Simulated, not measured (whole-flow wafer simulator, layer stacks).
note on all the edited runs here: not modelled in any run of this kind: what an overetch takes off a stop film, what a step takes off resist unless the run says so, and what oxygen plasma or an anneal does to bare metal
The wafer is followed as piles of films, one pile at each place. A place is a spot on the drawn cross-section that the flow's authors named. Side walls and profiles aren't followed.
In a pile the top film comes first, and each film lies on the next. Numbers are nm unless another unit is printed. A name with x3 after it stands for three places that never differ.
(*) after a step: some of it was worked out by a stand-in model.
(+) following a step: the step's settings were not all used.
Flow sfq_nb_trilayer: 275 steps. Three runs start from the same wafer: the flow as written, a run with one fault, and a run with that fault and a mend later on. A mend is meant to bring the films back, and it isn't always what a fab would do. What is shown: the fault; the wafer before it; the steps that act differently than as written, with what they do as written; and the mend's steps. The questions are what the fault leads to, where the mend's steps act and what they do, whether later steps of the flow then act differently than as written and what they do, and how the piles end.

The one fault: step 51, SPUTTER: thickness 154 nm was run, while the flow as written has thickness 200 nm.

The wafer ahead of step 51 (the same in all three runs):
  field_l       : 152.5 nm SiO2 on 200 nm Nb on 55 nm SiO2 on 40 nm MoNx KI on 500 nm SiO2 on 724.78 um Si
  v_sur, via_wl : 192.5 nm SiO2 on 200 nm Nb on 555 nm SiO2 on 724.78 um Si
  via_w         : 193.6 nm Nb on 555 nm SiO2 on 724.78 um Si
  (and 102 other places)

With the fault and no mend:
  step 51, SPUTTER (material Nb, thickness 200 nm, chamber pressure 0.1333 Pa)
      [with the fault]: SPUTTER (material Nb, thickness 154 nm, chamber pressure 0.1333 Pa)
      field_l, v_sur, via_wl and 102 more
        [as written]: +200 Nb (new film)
        [with the fault]: +154 Nb (new film)
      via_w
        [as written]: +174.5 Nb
        [with the fault]: +135 Nb
  Steps later in the flow that act otherwise than as written (3 more steps, not shown, differ only slightly: by at most 2% or 0.5 nm, whichever is larger):
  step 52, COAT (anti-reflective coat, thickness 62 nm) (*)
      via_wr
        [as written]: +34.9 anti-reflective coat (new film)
        [with the fault]: +33.8 anti-reflective coat (new film)
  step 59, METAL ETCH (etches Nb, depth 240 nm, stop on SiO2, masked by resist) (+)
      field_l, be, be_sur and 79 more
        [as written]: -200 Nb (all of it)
        [with the fault]: -154 Nb (all of it)
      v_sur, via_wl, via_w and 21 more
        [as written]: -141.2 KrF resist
        [with the fault]: -135.9 KrF resist
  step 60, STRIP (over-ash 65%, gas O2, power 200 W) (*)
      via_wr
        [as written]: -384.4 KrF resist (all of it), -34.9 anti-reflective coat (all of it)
        [with the fault]: -391.3 KrF resist (all of it), -33.8 anti-reflective coat (all of it)
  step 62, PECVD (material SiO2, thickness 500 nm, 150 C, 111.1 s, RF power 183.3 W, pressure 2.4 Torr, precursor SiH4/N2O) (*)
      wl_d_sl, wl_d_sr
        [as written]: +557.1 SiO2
        [with the fault]: +511.1 SiO2
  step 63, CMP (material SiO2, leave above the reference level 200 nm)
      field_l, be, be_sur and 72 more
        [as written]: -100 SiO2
        [with the fault]: -146 SiO2
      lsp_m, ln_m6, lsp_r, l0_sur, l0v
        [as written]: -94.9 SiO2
        [with the fault]: -146 SiO2
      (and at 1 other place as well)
  At v_sur, via_wl, via_w and 79 more, the piles at the end differ from the flow's by more than 2% or 0.5 nm, whichever is larger.
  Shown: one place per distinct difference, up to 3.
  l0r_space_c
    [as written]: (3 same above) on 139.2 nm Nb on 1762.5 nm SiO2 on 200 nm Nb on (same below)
    [with the fault]: (3 same above) on 139.2 nm Nb on 1716.5 nm SiO2 on 200 nm Nb on (same below)
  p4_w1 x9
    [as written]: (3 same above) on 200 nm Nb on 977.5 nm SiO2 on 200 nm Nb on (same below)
    [with the fault]: (3 same above) on 200 nm Nb on 931.5 nm SiO2 on 200 nm Nb on (same below)
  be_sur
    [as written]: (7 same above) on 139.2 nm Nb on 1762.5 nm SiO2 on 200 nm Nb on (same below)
    [with the fault]: (7 same above) on 139.2 nm Nb on 1716.5 nm SiO2 on 200 nm Nb on (same below)

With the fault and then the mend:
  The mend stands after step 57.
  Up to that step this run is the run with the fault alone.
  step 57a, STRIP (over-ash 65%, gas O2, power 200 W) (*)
      p4_fl x3, p4_w1 x9, p4_g1 x2 and 47 more
        -62 anti-reflective coat (all of it)
      wl_j_sl, wl_jj, wl_j_sr and 13 more
        -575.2 KrF resist (all of it), -62 anti-reflective coat (all of it)
      r_sur, res, r_end and 8 more
        -61.8 anti-reflective coat (all of it)
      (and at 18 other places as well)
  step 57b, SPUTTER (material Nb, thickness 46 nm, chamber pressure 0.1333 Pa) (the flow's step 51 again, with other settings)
      field_l, v_sur, via_wl and 102 more
        +46 Nb
      via_w
        +36.2 Nb
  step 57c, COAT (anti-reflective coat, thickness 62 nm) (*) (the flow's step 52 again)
      p4_fl x3, p4_w1 x9, p4_g1 x2 and 63 more
        +62 anti-reflective coat (new film)
      r_sur, res, r_end and 9 more
        +61.8 anti-reflective coat (new film)
      jj_sur, ce_l, c5j, ce_r, sp_r, be_r
        +61.7 anti-reflective coat (new film)
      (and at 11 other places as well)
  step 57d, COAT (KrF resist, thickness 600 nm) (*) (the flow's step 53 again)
      p4_fl x3, p4_w1 x9, p4_g1 x2 and 63 more
        +600 KrF resist (new film)
      res, r_end, moat, field_r, l0_sur
        +599.4 KrF resist (new film)
      lsp_l, ln_m5, lsp_m, ln_m6, lsp_r
        +599.5 KrF resist (new film)
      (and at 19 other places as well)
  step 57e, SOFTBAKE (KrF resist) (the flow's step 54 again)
      alters no film at any place that is followed
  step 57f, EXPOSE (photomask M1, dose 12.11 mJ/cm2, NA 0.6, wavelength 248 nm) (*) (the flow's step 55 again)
      alters no film at any place that is followed
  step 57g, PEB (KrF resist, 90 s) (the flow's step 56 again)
      wire, be, be_sur and 96 more
        -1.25 KrF resist
      field_l, via_v
        -1.24 KrF resist
      via_wl, via_wr
        -1.26 KrF resist
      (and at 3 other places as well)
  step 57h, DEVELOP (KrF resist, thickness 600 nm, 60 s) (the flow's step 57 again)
      p4_fl x3, p4_w1 x9, p4_g1 x2 and 47 more
        -598.7 KrF resist (all of it)
      v_sur, via_wl, via_w and 21 more
        -23.5 KrF resist
      moat, field_r, lsp_l, lsp_m, ln_m6, lsp_r, l0_sur
        -598.2 KrF resist (all of it)
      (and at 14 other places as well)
  Later steps of the flow that are run all act as written at every place that is followed, up to a difference of at most 2% or 0.5 nm, whichever is larger.
  At the end the piles are close to the flow's at the places that both follow, differing by at most 2% or 0.5 nm, whichever is larger.
